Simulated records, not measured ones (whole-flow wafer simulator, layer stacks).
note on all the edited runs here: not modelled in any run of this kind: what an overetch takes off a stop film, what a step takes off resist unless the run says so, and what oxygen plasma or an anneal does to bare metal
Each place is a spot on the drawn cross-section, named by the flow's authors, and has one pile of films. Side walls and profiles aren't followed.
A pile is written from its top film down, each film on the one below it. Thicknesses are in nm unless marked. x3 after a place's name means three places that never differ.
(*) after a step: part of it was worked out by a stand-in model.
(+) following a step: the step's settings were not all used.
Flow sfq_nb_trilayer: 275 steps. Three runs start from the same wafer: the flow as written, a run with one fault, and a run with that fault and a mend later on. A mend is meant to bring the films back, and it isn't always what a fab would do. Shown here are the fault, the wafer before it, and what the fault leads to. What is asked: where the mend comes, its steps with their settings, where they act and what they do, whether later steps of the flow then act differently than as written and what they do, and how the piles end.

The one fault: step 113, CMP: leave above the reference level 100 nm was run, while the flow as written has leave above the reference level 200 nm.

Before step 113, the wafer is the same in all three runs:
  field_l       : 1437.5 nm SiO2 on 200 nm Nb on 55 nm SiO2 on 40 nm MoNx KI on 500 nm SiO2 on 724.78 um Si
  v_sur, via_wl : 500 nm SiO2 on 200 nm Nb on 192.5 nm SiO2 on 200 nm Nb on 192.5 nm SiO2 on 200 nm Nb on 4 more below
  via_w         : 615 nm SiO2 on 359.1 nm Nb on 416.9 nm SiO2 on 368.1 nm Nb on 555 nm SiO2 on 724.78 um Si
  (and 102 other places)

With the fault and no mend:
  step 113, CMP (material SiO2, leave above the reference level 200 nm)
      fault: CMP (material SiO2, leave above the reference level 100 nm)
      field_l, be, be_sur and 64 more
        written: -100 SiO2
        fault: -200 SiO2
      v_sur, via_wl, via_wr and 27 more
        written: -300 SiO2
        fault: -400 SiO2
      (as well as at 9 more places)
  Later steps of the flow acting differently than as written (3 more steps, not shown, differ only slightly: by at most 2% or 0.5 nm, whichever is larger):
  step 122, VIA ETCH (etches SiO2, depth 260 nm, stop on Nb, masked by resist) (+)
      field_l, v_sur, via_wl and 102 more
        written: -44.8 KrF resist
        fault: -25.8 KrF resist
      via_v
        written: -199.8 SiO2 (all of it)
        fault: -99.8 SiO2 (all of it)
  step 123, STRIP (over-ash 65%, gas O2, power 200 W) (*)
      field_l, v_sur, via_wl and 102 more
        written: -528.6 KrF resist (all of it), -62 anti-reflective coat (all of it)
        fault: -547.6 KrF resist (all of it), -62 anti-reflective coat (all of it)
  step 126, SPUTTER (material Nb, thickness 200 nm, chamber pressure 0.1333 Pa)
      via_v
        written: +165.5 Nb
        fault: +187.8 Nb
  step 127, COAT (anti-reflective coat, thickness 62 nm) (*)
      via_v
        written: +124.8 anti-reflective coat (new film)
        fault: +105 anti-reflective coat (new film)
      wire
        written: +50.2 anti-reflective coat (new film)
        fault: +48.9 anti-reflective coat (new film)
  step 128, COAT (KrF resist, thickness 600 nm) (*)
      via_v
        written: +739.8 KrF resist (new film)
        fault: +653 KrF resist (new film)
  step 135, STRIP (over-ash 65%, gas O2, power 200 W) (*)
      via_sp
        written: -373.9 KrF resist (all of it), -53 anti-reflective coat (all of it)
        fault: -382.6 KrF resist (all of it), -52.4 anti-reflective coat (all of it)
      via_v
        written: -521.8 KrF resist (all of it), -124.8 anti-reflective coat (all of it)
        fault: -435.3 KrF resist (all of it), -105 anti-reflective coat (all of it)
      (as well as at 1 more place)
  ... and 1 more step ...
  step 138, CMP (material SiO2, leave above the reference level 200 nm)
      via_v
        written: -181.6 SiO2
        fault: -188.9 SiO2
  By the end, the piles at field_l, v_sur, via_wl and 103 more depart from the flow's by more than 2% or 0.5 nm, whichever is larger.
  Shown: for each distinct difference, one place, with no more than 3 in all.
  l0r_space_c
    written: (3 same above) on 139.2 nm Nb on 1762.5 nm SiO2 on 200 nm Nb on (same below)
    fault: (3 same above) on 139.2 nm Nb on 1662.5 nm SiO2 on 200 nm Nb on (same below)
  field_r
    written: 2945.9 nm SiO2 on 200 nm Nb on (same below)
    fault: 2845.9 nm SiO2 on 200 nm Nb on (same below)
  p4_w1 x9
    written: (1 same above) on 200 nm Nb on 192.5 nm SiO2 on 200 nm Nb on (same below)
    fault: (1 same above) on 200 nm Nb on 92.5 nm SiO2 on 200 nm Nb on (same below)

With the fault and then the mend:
  The mend follows step 120.
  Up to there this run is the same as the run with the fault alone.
  step 120a, STRIP (over-ash 65%, gas O2, power 200 W) (*)
      field_l, v_sur, via_wl and 102 more
        -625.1 KrF resist (all of it), -62 anti-reflective coat (all of it)
      via_v
        -62 anti-reflective coat (all of it)
  step 120b, PECVD (material SiO2, thickness 100 nm, 150 C, 22.22 s, RF power 183.3 W, pressure 2.4 Torr, precursor SiH4/N2O) (the flow's step 112, run once more with other settings)
      field_l, v_sur, via_wl and 103 more
        +100 SiO2
  step 120c, COAT (anti-reflective coat, thickness 62 nm) (the flow's step 115, run once more)
      field_l, v_sur, via_wl and 103 more
        +62 anti-reflective coat (new film)
  step 120d, COAT (KrF resist, thickness 650 nm) (the flow's step 116, run once more)
      field_l, v_sur, via_wl and 103 more
        +650 KrF resist (new film)
  step 120e, SOFTBAKE (KrF resist) (the flow's step 117, run once more)
      leaves every film unchanged at each place that is followed
  step 120f, EXPOSE (photomask I3, dose 11.91 mJ/cm2, NA 0.6, wavelength 248 nm) (*) (the flow's step 118, run once more)
      leaves every film unchanged at each place that is followed
  step 120g, PEB (KrF resist, 90 s) (the flow's step 119, run once more)
      field_l, v_sur, via_wl and 103 more
        -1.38 KrF resist
  step 120h, DEVELOP (KrF resist, thickness 650 nm, 60 s) (the flow's step 120, run once more)
      field_l, v_sur, via_wl and 102 more
        -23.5 KrF resist
      via_v
        -648.6 KrF resist (all of it)
  Every later step of the flow that is run acts as written at every place that is followed.
  At every place that both follow, the piles at the end match the flow's.
